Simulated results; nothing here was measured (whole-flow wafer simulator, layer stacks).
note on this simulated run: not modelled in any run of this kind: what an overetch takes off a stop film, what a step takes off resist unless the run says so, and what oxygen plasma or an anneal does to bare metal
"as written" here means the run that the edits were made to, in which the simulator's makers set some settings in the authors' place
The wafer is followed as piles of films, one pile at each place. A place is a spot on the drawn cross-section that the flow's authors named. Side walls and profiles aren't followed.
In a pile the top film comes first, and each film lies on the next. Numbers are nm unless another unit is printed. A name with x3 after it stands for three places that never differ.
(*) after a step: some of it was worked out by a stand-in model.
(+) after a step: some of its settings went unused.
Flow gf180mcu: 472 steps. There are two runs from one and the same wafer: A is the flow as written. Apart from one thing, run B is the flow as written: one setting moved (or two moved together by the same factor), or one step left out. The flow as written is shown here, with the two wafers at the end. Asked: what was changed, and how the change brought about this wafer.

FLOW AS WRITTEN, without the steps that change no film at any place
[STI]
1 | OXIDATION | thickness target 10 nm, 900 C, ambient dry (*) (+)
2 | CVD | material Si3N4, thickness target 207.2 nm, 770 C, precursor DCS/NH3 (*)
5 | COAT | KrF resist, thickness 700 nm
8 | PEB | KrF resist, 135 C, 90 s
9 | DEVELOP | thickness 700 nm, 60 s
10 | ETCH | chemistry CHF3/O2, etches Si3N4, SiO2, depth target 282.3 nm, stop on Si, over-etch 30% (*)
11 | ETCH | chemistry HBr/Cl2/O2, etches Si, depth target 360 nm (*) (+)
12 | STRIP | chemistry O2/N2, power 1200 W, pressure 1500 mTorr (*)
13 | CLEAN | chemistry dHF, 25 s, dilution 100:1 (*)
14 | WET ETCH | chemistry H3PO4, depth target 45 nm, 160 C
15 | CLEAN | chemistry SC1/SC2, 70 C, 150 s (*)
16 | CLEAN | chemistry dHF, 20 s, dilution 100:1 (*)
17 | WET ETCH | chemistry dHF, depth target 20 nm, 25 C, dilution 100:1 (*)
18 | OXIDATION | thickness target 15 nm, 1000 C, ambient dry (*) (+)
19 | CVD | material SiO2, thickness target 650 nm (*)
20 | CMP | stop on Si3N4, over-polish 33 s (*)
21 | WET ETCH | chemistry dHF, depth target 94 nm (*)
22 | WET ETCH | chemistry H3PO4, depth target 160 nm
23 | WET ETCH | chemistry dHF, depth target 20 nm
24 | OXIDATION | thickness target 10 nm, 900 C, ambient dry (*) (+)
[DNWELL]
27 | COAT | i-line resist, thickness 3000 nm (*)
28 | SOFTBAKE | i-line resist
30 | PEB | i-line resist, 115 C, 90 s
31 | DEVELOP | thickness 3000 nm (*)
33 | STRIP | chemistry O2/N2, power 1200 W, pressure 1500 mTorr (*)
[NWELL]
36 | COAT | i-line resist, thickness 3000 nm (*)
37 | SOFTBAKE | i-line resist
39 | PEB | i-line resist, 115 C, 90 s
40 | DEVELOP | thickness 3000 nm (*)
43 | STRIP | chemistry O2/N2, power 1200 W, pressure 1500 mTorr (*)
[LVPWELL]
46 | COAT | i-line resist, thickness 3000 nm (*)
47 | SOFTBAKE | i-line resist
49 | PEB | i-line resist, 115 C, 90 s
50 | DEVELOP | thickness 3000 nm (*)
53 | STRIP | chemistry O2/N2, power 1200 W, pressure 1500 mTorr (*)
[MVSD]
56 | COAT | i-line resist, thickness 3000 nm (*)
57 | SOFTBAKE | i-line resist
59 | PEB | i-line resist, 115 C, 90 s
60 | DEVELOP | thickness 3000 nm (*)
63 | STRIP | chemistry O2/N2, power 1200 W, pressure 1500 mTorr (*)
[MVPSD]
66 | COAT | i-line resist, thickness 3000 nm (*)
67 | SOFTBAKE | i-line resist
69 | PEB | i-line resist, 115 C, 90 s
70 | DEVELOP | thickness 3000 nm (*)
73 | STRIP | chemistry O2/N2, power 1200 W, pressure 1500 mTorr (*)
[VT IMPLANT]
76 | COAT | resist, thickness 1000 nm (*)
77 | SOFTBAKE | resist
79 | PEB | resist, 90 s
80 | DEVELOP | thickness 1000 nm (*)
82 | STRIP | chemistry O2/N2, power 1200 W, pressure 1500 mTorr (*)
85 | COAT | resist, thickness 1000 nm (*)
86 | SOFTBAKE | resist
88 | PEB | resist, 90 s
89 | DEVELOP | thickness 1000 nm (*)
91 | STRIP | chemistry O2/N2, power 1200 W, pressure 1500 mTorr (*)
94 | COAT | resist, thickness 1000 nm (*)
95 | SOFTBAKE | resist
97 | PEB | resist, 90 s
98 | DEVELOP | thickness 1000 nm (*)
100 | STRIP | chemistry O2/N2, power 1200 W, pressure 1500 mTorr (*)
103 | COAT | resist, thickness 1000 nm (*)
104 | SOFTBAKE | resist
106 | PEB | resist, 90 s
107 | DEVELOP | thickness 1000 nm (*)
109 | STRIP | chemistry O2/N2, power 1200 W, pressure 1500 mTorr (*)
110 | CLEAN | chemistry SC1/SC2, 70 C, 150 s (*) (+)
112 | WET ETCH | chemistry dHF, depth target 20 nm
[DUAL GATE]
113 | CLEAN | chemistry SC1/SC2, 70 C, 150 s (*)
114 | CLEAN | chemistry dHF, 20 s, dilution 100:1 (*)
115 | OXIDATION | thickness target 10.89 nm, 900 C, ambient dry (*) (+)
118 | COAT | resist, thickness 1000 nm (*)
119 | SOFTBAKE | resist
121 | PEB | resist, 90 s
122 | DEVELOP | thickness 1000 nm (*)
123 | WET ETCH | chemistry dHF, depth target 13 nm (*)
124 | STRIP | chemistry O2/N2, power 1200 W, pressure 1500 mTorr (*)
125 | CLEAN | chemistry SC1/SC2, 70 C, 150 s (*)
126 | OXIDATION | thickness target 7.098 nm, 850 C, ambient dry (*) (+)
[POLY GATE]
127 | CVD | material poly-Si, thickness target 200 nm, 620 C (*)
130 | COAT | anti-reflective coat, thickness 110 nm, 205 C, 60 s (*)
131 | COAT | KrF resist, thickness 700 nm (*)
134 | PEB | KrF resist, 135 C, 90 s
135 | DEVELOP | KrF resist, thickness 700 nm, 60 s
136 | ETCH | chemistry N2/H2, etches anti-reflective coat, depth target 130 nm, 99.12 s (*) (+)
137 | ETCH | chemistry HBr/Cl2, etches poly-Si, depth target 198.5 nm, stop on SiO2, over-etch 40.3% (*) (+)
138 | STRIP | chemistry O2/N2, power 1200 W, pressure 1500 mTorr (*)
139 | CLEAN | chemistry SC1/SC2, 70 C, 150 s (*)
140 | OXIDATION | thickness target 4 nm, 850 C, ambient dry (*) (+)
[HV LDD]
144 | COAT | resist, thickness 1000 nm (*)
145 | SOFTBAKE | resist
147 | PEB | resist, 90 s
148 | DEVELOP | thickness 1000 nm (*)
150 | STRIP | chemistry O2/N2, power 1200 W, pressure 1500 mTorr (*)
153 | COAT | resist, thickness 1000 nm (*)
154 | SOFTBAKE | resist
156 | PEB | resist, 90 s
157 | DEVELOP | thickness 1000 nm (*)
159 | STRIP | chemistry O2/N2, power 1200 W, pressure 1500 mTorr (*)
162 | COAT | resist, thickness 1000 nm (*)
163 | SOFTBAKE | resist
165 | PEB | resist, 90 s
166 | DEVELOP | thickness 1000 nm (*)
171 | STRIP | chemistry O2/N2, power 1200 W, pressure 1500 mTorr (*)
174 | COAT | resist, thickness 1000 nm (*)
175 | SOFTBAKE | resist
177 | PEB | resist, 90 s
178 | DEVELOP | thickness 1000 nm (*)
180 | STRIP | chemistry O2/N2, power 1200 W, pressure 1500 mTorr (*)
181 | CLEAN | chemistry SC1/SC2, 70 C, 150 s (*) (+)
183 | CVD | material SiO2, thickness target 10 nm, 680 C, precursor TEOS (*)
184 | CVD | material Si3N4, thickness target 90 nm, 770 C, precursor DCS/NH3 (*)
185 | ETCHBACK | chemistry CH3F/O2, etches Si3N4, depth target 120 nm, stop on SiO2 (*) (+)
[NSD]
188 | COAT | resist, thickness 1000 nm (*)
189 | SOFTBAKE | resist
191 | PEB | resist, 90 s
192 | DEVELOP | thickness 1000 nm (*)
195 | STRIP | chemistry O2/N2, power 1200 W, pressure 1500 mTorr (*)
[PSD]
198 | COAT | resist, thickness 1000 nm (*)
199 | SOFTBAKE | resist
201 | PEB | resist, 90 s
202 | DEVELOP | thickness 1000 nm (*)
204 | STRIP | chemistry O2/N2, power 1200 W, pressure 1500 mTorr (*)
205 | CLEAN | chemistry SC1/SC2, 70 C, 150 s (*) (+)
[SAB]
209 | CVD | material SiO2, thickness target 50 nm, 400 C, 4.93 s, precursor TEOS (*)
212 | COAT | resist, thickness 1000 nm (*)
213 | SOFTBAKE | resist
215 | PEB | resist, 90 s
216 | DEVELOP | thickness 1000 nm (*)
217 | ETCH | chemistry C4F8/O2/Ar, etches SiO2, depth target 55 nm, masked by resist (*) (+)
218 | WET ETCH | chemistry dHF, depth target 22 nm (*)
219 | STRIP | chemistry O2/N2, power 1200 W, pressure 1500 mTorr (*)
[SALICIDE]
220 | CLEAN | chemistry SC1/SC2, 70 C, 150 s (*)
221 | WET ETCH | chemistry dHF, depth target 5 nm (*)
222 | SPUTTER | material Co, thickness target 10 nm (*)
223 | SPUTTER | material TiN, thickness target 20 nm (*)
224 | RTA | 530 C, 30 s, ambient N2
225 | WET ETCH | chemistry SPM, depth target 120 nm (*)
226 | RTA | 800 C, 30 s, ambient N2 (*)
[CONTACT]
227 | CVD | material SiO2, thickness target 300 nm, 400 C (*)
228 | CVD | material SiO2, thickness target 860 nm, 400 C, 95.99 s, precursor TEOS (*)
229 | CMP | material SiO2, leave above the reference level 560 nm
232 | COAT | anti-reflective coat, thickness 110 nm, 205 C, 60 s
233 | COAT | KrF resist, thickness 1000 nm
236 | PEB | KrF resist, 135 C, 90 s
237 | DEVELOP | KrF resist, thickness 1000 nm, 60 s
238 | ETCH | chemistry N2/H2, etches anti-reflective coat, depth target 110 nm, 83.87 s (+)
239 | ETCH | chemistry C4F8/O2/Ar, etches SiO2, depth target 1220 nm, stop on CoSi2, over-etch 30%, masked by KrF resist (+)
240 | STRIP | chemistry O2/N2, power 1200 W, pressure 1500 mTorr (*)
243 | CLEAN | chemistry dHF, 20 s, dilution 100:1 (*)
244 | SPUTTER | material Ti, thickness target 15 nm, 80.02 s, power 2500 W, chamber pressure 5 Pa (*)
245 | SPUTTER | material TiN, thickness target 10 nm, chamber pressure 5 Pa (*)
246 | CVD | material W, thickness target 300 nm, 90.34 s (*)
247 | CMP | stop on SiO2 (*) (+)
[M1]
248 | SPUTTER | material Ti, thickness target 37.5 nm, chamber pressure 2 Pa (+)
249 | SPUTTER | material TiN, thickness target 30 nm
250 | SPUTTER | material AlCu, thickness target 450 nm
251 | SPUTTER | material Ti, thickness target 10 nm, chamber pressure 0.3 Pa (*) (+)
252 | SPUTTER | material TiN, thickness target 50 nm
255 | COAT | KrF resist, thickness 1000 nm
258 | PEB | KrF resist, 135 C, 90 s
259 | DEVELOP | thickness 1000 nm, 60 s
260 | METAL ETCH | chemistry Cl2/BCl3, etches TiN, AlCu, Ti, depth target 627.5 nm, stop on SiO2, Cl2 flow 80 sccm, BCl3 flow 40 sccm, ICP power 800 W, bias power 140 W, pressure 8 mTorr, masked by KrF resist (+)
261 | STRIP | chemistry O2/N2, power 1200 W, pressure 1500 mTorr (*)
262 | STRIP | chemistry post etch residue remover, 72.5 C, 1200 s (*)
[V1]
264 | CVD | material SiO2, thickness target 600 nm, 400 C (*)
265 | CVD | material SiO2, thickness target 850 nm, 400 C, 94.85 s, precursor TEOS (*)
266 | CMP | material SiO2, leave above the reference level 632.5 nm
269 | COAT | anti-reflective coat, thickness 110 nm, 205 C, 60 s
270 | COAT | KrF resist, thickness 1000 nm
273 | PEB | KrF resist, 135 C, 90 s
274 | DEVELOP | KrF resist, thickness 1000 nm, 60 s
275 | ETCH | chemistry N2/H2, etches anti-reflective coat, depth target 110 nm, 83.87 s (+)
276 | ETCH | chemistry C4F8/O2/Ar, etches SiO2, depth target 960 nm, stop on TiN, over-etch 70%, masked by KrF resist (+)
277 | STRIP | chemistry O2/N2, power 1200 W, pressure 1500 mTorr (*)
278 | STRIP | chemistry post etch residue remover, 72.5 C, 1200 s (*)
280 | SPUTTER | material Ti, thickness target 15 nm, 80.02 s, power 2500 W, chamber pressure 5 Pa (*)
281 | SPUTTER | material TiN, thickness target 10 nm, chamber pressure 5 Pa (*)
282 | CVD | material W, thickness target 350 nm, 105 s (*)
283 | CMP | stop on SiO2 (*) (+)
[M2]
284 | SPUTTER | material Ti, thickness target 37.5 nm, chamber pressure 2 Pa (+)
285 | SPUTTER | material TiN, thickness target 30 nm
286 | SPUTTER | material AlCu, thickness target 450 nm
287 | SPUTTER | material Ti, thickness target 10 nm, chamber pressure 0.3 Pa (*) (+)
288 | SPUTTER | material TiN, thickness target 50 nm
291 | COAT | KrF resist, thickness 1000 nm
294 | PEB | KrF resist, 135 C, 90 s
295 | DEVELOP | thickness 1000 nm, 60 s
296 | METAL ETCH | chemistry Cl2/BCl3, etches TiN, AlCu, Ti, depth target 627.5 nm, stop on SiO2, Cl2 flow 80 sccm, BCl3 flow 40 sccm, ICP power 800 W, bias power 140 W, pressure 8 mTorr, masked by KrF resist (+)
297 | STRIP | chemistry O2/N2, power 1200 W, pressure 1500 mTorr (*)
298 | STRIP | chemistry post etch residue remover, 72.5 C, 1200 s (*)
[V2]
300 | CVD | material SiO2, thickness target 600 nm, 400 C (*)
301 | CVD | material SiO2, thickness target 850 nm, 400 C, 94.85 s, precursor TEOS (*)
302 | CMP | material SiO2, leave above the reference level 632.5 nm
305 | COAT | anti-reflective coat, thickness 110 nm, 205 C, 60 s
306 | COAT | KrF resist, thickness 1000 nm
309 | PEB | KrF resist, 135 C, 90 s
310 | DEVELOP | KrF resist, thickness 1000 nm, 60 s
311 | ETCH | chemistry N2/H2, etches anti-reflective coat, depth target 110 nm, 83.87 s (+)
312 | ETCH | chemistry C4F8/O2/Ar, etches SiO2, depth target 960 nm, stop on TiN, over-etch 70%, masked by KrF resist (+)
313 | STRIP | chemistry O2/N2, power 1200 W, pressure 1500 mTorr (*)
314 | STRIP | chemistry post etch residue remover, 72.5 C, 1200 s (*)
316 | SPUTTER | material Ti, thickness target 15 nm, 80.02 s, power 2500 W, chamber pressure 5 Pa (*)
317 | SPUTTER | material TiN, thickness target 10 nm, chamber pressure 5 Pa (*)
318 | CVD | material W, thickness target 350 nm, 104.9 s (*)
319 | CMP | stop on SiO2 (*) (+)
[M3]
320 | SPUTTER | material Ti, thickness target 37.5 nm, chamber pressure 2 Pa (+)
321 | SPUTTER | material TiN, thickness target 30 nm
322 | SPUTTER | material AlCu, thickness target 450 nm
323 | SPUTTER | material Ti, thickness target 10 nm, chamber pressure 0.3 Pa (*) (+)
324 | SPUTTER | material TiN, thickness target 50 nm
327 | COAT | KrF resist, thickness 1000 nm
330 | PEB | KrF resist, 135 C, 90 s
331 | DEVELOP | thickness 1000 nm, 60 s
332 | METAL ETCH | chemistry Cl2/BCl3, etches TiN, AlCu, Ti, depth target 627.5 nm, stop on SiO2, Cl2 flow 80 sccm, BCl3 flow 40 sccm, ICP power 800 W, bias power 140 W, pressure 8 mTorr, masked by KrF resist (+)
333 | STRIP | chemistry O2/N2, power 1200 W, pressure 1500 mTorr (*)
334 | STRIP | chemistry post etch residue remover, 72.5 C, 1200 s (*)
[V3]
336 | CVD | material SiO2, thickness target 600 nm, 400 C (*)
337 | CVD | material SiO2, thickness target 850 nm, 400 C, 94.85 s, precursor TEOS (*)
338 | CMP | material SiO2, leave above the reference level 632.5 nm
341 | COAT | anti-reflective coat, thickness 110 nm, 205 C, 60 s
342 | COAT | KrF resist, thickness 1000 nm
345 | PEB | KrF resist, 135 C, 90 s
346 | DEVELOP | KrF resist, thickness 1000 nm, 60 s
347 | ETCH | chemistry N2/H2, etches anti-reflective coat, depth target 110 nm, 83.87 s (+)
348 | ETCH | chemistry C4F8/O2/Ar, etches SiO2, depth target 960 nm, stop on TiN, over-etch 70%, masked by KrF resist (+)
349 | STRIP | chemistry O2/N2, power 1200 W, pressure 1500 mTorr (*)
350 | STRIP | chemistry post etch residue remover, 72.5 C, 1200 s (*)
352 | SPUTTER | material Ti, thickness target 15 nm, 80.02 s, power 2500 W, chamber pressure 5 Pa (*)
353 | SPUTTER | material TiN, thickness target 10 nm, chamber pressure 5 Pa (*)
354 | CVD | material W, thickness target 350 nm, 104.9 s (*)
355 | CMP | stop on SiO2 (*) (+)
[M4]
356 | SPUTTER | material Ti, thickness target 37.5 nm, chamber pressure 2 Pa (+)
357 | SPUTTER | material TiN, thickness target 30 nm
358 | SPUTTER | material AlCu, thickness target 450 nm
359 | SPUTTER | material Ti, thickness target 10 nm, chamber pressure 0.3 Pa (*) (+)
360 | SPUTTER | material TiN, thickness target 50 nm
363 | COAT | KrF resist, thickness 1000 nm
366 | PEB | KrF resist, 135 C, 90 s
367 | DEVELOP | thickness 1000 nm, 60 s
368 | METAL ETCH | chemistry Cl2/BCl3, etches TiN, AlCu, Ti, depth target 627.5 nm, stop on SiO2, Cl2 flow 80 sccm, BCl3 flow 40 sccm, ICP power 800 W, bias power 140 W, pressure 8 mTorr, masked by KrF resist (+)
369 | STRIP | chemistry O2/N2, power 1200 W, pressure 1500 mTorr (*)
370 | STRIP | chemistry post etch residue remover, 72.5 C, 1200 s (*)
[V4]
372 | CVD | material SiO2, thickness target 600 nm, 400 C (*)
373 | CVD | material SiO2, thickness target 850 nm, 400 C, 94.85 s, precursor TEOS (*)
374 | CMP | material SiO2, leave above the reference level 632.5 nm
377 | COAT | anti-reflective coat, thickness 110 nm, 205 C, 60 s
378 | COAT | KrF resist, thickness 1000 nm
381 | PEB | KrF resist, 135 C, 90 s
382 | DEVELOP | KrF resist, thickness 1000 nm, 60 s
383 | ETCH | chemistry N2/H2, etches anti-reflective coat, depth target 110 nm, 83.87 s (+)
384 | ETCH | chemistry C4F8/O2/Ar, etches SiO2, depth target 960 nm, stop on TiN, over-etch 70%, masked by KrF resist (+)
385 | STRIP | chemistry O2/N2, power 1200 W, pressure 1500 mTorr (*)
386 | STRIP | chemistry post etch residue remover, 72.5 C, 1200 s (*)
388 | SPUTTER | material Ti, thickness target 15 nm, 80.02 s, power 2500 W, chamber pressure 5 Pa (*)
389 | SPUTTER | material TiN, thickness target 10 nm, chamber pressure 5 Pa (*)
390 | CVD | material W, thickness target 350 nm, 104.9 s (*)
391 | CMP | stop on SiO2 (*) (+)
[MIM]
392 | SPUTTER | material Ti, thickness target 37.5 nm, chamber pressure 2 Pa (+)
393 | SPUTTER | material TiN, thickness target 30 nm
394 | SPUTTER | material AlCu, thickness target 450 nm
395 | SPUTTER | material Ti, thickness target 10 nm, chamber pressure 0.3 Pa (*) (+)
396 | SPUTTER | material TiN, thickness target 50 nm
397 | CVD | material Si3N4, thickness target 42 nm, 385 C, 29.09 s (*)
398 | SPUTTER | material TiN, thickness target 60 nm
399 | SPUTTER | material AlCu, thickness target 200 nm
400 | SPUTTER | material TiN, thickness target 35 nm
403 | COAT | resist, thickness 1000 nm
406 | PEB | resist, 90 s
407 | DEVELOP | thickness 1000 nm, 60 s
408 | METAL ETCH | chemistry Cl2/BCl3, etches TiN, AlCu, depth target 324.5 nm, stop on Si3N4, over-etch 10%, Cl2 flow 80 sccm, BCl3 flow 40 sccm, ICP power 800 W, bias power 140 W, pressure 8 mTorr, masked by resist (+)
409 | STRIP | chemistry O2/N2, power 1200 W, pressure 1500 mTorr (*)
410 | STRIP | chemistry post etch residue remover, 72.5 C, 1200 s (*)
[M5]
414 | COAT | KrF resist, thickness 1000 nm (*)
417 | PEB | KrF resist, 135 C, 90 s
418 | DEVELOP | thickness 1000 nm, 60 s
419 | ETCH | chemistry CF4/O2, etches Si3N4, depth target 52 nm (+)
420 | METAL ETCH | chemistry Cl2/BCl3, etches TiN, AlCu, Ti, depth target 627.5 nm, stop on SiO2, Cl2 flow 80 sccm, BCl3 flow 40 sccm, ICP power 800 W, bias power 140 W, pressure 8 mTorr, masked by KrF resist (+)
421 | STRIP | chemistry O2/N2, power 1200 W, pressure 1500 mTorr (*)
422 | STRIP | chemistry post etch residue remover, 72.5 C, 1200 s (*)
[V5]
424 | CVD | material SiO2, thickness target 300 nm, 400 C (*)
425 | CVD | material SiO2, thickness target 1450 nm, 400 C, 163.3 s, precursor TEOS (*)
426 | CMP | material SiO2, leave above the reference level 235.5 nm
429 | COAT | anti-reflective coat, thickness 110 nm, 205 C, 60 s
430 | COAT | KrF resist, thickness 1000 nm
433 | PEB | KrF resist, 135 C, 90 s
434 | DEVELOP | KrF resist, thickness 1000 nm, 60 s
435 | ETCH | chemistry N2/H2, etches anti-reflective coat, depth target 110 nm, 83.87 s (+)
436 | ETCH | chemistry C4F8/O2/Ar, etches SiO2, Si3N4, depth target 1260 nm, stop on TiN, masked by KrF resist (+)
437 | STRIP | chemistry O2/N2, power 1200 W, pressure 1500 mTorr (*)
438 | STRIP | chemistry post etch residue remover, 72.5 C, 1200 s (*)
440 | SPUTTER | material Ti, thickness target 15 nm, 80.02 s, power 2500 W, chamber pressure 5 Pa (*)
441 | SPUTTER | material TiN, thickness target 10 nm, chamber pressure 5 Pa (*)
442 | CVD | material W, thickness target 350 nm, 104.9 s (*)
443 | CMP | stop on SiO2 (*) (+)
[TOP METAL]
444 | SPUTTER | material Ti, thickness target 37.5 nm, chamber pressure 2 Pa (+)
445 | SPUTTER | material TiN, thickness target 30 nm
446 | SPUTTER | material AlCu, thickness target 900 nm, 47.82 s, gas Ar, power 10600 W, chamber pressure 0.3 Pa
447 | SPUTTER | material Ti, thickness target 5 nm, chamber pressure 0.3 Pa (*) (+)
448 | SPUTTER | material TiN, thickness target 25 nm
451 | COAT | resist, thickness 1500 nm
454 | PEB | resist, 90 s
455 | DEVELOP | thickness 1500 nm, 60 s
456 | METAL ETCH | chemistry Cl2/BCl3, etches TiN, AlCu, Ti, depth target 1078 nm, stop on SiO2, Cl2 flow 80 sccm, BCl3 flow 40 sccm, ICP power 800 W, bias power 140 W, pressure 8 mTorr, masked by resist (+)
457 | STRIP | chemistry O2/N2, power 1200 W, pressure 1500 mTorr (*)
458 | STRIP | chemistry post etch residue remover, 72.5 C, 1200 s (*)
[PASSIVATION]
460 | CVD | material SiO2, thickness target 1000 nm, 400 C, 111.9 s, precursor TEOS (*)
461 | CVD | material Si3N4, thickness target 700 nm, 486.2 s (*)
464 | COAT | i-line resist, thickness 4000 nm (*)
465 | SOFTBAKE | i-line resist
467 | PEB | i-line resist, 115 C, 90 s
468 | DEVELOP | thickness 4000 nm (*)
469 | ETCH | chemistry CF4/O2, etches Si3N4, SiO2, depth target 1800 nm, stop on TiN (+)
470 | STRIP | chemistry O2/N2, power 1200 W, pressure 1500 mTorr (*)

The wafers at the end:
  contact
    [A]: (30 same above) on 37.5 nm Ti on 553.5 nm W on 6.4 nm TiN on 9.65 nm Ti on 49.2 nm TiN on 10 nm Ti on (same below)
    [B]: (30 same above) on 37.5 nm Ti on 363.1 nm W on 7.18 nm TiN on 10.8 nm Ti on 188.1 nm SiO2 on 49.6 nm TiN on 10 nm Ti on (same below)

What caused this: step 312, ETCH: depth target 384 nm was run, while the flow as written has depth target 960 nm.

The path from the change to this, step by step:
  312 | ETCH | chemistry C4F8/O2/Ar, etches SiO2, depth target 960 nm, stop on TiN, over-etch 70%, masked by KrF resist (+)
      contact: A -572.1 SiO2 (all of it) | B -384 SiO2
      field, field__w1, field__w2 and 107 more: A -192 KrF resist | B -76.8 KrF resist
  313 | STRIP | chemistry O2/N2, power 1200 W, pressure 1500 mTorr (*)
      field, field__w1, field__w2 and 107 more: A -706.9 KrF resist (all of it), -110 anti-reflective coat (all of it) | B -822.1 KrF resist (all of it), -110 anti-reflective coat (all of it)
  316 | SPUTTER | material Ti, thickness target 15 nm, 80.02 s, power 2500 W, chamber pressure 5 Pa (*)
      contact: A +9.65 Ti (new film) | B +10.8 Ti (new film)
  317 | SPUTTER | material TiN, thickness target 10 nm, chamber pressure 5 Pa (*)
      contact: A +6.4 TiN (new film) | B +7.18 TiN (new film)
  318 | CVD | material W, thickness target 350 nm, 104.9 s (*)
      contact: A +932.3 W (new film) | B +741.9 W (new film)
If metal films that touch count as one body, contact has 2 bodies (between them, from the top down: SiO2 188.1); the flow as written gives 1 body.
